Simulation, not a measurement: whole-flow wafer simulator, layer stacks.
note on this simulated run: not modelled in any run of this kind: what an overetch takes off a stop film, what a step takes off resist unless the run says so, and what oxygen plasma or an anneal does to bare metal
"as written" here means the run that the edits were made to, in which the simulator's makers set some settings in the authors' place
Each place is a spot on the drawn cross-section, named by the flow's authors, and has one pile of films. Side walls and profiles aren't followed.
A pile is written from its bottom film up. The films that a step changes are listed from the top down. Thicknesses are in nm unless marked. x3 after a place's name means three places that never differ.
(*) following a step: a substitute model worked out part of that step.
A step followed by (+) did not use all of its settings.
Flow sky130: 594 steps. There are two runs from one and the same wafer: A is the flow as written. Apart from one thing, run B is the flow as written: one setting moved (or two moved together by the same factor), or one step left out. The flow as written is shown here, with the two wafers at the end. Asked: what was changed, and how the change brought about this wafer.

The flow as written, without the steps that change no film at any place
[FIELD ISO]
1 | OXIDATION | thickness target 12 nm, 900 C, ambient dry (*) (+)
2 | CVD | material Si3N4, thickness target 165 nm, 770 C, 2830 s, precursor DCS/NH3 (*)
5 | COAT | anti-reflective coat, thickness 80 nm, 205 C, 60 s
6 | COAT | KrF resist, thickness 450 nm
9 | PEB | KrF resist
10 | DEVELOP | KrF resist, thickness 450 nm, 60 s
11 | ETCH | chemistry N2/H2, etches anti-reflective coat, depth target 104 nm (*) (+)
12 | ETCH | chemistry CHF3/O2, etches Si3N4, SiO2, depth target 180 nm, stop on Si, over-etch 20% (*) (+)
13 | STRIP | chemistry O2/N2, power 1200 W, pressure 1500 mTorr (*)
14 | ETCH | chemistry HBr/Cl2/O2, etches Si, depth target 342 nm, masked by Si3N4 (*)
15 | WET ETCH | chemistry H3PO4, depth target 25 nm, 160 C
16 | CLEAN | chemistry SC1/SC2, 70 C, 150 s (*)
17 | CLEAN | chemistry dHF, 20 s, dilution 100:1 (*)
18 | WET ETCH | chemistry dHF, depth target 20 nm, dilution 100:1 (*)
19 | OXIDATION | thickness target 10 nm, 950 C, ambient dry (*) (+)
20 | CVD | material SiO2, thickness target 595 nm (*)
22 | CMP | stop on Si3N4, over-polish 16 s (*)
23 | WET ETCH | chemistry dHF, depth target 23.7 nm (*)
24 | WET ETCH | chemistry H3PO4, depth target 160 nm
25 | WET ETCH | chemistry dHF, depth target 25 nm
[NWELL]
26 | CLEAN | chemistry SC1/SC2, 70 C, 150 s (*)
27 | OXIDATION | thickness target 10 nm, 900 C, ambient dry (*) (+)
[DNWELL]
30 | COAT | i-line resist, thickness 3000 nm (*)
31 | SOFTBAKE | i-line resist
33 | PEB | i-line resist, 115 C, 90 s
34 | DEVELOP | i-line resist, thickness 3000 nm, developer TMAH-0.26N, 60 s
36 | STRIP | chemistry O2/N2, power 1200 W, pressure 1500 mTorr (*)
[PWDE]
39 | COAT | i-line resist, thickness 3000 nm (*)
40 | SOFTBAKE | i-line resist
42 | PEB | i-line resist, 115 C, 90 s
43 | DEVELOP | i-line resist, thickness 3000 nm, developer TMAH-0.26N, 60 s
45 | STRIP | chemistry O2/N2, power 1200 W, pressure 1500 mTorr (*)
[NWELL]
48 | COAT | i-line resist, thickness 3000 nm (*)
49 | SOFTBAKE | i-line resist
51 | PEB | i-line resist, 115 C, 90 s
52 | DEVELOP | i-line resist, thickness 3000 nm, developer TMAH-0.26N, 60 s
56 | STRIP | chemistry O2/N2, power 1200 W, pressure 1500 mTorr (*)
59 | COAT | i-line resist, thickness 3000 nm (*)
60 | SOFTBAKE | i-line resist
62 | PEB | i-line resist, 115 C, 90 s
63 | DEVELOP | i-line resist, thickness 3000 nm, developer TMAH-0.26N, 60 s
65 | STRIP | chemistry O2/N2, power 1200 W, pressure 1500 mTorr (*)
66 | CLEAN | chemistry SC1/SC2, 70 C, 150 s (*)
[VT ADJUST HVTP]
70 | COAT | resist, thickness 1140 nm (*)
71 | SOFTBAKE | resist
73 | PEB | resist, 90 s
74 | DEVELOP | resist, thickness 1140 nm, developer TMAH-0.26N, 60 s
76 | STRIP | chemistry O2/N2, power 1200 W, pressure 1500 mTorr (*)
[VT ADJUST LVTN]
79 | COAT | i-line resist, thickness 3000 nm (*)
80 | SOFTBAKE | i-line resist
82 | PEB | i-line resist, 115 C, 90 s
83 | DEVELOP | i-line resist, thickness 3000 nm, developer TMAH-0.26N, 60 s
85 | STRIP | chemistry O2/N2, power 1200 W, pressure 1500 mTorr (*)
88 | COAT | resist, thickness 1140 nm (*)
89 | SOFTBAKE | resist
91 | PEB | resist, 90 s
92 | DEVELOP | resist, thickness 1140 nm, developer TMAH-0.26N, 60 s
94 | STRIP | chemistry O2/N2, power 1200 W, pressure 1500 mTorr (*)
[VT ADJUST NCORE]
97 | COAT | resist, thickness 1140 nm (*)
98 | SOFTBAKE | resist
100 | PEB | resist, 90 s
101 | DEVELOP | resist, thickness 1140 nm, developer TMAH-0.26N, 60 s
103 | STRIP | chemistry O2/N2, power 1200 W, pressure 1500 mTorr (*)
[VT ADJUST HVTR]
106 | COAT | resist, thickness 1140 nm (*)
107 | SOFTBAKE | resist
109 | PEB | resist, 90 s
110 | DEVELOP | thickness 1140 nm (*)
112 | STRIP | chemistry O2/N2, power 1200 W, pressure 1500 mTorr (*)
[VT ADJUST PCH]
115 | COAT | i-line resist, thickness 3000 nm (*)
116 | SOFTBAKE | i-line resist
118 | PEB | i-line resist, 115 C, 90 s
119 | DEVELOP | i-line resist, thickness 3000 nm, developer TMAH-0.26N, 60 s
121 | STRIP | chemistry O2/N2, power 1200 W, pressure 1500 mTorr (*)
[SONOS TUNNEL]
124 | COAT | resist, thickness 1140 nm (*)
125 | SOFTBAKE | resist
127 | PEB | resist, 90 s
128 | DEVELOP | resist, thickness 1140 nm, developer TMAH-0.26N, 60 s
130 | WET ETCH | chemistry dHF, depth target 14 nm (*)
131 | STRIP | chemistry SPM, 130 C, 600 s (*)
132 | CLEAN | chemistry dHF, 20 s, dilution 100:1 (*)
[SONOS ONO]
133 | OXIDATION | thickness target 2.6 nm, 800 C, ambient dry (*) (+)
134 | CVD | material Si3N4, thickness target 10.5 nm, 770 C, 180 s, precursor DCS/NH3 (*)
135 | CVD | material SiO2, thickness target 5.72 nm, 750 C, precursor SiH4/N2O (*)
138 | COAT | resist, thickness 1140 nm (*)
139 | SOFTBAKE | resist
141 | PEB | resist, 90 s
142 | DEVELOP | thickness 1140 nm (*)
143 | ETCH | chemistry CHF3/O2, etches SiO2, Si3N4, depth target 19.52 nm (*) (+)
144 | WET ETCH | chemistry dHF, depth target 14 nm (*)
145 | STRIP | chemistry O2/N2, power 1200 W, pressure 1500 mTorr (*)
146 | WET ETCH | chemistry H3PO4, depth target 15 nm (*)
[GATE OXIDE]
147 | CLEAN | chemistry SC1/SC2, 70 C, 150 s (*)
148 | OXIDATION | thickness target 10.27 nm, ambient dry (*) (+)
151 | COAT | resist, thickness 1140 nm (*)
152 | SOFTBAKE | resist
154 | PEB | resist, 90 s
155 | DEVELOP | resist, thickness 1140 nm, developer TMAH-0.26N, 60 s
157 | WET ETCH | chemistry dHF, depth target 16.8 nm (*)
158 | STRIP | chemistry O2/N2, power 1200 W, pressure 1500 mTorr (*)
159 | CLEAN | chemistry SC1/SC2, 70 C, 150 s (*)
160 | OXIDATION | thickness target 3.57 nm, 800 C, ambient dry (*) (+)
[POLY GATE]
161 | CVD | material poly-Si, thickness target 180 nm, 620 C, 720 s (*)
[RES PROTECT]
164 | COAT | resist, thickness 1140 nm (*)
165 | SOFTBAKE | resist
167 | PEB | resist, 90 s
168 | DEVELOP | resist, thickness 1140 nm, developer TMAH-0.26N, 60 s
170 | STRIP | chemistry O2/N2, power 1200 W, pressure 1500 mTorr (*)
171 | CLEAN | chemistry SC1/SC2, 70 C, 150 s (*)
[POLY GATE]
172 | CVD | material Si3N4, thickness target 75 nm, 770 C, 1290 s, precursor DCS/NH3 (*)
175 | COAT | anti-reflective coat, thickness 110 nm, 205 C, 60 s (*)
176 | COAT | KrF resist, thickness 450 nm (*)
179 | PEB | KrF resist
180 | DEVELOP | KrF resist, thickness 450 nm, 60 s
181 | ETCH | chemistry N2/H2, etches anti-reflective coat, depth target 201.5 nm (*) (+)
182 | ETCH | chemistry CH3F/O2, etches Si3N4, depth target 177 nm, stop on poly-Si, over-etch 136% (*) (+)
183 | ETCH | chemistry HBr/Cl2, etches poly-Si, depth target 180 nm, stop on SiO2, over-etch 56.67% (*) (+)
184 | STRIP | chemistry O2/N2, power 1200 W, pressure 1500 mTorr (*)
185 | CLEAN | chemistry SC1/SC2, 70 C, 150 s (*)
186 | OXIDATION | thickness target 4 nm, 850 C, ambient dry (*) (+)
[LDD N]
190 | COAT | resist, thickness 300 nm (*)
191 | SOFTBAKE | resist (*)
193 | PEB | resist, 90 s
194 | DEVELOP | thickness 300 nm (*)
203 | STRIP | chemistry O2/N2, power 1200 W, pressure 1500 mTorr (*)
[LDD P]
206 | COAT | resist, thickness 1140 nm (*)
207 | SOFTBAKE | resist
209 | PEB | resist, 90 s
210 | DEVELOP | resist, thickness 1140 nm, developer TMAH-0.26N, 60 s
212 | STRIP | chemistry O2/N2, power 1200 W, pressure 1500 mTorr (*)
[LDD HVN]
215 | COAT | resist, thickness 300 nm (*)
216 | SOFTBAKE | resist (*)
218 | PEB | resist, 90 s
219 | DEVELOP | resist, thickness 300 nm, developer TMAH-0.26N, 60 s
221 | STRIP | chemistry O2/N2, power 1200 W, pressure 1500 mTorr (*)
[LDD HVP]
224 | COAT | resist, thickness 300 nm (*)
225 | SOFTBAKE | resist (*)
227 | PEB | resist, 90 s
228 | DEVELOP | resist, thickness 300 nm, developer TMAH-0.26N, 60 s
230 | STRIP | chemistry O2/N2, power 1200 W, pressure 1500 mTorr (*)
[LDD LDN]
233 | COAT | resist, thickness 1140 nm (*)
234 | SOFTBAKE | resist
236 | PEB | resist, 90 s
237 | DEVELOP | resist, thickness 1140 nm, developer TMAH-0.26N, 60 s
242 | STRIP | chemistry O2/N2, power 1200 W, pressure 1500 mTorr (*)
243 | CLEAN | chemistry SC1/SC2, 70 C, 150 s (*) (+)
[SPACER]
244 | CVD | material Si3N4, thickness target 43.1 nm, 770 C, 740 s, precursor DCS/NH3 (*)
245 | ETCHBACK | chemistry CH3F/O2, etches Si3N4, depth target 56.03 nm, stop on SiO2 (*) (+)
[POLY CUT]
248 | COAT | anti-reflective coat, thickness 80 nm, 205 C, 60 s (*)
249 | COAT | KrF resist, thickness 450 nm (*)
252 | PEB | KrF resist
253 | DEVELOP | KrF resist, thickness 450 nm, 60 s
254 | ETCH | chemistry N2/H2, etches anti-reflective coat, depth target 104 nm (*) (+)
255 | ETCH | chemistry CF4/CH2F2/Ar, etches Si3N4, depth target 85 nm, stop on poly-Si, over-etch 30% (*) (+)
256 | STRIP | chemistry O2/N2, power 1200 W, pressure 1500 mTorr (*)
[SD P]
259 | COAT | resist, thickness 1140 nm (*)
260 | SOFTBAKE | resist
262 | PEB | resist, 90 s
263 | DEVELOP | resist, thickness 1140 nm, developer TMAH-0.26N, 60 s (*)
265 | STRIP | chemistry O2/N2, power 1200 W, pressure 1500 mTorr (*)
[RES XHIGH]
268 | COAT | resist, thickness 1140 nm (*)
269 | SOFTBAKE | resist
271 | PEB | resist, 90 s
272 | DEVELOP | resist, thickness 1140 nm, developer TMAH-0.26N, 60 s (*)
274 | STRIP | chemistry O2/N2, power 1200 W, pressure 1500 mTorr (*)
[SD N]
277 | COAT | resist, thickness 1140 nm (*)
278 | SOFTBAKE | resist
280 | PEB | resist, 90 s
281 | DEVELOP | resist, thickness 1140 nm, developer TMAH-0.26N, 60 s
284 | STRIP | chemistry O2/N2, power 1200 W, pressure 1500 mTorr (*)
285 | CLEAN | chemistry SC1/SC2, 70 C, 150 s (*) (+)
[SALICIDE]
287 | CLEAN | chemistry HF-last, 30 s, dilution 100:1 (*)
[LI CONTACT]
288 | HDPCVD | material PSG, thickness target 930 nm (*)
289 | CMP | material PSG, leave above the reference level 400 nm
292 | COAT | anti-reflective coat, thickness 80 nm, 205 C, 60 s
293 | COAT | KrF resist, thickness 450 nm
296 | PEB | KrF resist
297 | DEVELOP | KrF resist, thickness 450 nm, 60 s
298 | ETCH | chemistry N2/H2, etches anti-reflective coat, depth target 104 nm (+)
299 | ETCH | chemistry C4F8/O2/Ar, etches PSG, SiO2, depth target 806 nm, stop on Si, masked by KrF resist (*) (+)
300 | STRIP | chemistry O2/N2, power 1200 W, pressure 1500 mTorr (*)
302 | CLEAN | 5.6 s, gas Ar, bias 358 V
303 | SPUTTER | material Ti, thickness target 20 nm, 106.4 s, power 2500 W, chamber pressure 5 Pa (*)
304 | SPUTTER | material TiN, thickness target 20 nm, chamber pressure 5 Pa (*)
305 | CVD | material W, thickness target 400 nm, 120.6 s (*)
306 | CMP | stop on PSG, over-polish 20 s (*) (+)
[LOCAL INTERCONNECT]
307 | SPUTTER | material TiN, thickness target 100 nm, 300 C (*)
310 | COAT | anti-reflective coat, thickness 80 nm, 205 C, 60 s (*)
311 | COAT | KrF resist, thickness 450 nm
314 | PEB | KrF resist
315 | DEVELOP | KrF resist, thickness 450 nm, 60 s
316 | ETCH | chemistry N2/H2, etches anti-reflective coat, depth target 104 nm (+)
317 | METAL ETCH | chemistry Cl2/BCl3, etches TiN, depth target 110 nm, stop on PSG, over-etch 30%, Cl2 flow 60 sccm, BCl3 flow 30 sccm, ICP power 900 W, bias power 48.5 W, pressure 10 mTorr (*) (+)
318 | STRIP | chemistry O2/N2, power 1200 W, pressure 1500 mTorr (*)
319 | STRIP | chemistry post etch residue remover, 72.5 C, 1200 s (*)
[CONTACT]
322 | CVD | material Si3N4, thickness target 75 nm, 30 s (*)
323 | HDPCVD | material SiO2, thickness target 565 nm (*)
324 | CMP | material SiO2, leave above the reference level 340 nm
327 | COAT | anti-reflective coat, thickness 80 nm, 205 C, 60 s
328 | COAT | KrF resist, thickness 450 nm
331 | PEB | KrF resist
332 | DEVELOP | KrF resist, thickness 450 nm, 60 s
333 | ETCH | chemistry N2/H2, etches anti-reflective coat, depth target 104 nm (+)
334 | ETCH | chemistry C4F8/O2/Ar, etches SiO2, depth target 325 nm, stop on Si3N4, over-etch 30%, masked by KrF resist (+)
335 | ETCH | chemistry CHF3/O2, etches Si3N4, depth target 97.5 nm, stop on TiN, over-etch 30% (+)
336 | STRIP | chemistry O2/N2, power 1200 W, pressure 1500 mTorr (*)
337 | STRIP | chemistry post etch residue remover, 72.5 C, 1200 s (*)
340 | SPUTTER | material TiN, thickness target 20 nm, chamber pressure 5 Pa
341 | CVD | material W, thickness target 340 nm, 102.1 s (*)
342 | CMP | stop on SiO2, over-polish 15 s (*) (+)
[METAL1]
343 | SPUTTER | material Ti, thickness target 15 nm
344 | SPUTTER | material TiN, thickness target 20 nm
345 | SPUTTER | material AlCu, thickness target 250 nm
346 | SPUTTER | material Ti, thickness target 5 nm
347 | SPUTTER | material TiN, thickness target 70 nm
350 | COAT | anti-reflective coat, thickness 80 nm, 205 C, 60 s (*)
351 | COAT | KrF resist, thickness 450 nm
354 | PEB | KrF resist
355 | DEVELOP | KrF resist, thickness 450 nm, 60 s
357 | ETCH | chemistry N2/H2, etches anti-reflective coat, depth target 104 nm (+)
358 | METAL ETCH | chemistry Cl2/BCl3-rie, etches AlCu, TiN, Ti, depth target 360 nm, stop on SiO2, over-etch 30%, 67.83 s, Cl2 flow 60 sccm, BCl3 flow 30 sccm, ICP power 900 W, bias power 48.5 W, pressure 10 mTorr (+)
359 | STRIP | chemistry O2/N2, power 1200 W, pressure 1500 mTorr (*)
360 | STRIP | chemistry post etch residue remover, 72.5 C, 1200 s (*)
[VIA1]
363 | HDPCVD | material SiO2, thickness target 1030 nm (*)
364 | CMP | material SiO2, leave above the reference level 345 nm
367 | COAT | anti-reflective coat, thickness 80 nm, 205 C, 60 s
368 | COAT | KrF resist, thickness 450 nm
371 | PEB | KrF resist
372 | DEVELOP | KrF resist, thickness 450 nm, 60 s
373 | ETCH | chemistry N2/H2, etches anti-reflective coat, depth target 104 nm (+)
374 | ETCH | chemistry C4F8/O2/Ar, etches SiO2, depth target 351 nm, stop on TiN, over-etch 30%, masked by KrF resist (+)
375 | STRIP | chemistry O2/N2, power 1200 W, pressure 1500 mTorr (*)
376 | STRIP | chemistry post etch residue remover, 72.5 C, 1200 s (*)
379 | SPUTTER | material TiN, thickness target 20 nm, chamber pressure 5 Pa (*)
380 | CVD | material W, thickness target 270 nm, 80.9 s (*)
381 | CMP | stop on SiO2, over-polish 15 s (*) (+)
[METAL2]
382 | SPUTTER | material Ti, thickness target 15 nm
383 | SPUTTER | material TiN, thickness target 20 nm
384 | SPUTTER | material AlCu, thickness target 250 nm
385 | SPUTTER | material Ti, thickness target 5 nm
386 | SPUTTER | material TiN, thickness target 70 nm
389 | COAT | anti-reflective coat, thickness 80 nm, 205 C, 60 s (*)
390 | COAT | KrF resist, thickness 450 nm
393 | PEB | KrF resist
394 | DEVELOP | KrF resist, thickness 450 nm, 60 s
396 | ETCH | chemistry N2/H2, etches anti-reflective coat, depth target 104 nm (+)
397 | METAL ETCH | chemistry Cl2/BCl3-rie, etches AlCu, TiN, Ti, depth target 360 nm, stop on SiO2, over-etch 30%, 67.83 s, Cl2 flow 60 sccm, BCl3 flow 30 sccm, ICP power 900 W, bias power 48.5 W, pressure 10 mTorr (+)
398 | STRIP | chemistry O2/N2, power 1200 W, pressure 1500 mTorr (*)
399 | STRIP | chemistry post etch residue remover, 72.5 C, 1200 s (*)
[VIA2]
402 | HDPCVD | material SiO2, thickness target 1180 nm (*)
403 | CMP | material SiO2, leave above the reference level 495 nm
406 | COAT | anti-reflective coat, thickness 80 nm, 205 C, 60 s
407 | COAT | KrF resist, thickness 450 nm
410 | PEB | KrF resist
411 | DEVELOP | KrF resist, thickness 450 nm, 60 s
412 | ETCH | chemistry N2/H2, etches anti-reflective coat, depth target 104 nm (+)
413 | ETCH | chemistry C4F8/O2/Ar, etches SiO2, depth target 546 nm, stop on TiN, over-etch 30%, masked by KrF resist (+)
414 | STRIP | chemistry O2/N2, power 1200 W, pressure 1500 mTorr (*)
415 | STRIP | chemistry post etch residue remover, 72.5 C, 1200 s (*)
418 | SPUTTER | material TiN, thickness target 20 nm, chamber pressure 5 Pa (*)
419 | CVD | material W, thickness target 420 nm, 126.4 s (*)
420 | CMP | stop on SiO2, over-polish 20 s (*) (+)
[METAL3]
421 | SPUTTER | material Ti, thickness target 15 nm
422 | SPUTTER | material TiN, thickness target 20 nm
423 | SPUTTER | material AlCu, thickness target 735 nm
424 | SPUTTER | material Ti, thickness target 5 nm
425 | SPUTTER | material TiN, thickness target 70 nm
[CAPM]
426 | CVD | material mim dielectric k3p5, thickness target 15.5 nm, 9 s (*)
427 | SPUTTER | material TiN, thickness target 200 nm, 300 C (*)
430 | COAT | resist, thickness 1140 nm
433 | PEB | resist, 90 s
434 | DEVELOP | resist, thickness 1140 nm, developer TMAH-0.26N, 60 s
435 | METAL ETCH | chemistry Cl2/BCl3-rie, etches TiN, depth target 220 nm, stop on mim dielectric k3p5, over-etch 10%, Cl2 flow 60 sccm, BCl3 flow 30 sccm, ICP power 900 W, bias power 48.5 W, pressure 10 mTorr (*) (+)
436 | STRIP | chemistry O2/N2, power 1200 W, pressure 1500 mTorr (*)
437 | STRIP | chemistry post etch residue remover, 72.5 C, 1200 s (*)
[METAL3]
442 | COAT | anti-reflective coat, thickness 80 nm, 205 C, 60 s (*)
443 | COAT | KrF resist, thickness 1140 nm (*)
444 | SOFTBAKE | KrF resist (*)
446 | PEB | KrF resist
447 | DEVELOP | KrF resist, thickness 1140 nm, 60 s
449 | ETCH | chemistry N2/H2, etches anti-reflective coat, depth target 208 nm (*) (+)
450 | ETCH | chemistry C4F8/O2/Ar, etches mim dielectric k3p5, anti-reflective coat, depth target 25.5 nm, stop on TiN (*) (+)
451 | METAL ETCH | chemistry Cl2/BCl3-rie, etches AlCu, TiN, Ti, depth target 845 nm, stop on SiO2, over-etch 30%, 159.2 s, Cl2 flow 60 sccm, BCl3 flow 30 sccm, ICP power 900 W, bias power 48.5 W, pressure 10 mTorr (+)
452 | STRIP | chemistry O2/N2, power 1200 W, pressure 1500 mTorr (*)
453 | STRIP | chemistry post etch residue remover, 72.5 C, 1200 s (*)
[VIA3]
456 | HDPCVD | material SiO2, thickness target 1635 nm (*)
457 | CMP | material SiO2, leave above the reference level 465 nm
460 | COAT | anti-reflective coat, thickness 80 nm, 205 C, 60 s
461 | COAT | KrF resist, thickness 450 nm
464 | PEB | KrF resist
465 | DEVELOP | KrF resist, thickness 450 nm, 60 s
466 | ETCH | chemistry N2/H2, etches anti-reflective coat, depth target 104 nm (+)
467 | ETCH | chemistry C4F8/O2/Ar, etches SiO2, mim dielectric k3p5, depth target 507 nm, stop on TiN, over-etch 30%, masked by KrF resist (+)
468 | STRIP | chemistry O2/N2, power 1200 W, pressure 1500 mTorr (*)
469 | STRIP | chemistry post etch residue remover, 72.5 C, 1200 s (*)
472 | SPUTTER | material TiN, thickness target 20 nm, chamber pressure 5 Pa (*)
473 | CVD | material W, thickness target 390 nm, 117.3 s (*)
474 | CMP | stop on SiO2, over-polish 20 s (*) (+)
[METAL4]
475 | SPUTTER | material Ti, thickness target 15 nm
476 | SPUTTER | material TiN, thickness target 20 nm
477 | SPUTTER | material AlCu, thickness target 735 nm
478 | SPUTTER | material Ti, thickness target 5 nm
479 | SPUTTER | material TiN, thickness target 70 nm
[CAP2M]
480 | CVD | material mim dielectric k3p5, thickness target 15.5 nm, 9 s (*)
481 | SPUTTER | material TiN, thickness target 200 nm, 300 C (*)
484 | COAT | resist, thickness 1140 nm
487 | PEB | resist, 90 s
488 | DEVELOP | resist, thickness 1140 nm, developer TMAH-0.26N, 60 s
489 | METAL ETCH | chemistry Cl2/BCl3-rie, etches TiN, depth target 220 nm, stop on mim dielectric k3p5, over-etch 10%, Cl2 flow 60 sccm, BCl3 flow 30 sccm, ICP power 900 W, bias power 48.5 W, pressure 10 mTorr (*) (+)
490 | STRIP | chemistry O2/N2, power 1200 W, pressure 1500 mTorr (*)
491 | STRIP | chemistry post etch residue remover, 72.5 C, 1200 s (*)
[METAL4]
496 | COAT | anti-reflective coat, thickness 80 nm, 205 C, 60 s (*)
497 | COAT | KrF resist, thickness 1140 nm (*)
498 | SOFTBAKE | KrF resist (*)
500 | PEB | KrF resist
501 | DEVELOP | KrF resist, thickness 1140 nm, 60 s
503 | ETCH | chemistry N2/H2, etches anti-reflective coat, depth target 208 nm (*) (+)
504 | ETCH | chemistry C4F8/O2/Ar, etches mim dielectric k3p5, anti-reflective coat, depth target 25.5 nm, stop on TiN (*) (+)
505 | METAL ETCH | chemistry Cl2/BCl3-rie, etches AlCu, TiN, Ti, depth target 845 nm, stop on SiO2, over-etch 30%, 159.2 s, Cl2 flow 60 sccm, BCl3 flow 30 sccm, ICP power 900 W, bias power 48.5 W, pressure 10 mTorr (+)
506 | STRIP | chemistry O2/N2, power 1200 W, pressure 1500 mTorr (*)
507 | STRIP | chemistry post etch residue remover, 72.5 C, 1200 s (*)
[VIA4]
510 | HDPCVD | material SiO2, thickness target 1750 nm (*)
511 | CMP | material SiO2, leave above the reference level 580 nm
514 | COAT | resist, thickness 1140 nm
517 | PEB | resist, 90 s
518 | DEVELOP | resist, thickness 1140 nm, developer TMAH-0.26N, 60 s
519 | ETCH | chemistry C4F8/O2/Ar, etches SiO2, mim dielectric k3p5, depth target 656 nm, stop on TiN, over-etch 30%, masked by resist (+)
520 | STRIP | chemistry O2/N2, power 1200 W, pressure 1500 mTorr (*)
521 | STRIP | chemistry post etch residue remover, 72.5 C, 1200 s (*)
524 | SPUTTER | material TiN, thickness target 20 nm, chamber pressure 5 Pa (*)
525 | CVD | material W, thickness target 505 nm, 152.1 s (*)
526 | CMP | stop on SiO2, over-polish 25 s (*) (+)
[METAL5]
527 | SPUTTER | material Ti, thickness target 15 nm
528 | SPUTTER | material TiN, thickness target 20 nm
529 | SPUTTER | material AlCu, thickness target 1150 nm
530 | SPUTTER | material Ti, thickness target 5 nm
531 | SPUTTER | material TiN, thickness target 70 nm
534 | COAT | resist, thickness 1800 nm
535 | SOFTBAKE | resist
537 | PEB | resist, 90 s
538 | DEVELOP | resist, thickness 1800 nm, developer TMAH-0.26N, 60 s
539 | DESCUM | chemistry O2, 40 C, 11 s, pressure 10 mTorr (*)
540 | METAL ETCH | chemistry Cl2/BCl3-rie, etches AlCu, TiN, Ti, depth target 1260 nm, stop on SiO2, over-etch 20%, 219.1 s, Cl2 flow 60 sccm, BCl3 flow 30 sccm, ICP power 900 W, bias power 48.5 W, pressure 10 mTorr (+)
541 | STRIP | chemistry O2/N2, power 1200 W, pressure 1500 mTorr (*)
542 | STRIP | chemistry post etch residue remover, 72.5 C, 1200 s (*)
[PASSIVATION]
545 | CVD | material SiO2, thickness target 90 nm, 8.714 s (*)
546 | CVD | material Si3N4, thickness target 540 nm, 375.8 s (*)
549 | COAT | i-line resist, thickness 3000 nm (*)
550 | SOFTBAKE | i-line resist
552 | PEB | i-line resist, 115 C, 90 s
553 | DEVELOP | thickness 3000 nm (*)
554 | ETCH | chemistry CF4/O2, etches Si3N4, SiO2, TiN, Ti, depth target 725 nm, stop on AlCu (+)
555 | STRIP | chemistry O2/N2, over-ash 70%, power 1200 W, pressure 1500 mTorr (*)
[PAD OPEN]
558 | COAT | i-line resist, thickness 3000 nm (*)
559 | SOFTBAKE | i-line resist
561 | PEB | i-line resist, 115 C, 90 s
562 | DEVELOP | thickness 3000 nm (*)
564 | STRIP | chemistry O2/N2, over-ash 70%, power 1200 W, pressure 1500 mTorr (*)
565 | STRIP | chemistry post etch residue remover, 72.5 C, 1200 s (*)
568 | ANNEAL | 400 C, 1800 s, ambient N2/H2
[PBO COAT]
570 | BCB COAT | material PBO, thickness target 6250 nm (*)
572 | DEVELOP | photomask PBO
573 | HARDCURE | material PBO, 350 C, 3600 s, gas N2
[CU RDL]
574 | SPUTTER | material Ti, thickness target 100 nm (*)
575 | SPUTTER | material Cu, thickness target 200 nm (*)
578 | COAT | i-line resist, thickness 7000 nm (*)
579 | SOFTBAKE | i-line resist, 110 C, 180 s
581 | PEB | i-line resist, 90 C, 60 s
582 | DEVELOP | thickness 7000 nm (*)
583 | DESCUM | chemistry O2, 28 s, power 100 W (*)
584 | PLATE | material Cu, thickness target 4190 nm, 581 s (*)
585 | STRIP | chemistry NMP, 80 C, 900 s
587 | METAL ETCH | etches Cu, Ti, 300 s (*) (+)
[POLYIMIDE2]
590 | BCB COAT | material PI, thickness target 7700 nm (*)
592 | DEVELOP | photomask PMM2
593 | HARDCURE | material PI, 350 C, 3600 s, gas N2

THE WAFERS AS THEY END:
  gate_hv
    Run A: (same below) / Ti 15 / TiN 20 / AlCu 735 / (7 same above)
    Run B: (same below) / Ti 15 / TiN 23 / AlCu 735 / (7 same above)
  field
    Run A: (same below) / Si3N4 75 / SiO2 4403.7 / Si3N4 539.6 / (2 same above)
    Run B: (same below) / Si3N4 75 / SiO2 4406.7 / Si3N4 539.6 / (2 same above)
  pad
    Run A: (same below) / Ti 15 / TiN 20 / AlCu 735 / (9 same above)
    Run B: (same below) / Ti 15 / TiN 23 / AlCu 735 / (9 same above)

What caused this: step 476, SPUTTER: thickness target 23 nm was run, whereas the flow has thickness target 20 nm.
One can read it off the wafer: gate_hv has TiN 23, and step 476 as written asks for 20 nm.

Step by step, how the change led to this:
  476 | SPUTTER | material TiN, thickness target 20 nm
      field, active, n_well and 189 more: A TiN gains 20 (new film) | B TiN gains 23 (new film)
  505 | METAL ETCH | chemistry Cl2/BCl3-rie, etches AlCu, TiN, Ti, depth target 845 nm, stop on SiO2, over-etch 30%, 159.2 s, Cl2 flow 60 sccm, BCl3 flow 30 sccm, ICP power 900 W, bias power 48.5 W, pressure 10 mTorr (+)
      field, active, gate and 70 more: A TiN loses 70 (all of it), Ti loses 5 (all of it), AlCu loses 735 (all of it), TiN loses 20 (all of it), Ti loses 15 (all of it), SiO2 loses 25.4 | B TiN loses 70 (all of it), Ti loses 5 (all of it), AlCu loses 735 (all of it), TiN loses 23 (all of it), Ti loses 15 (all of it), SiO2 loses 25.1
      vpp_iso1, mim_edge_plate, m1_ln and 11 more: A TiN loses 70 (all of it), Ti loses 5 (all of it), AlCu loses 735 (all of it), TiN loses 20 (all of it), Ti loses 15 (all of it), SiO2 loses 25.3 | B TiN loses 70 (all of it), Ti loses 5 (all of it), AlCu loses 735 (all of it), TiN loses 23 (all of it), Ti loses 15 (all of it), SiO2 loses 25.1
      (also at 1 further place)
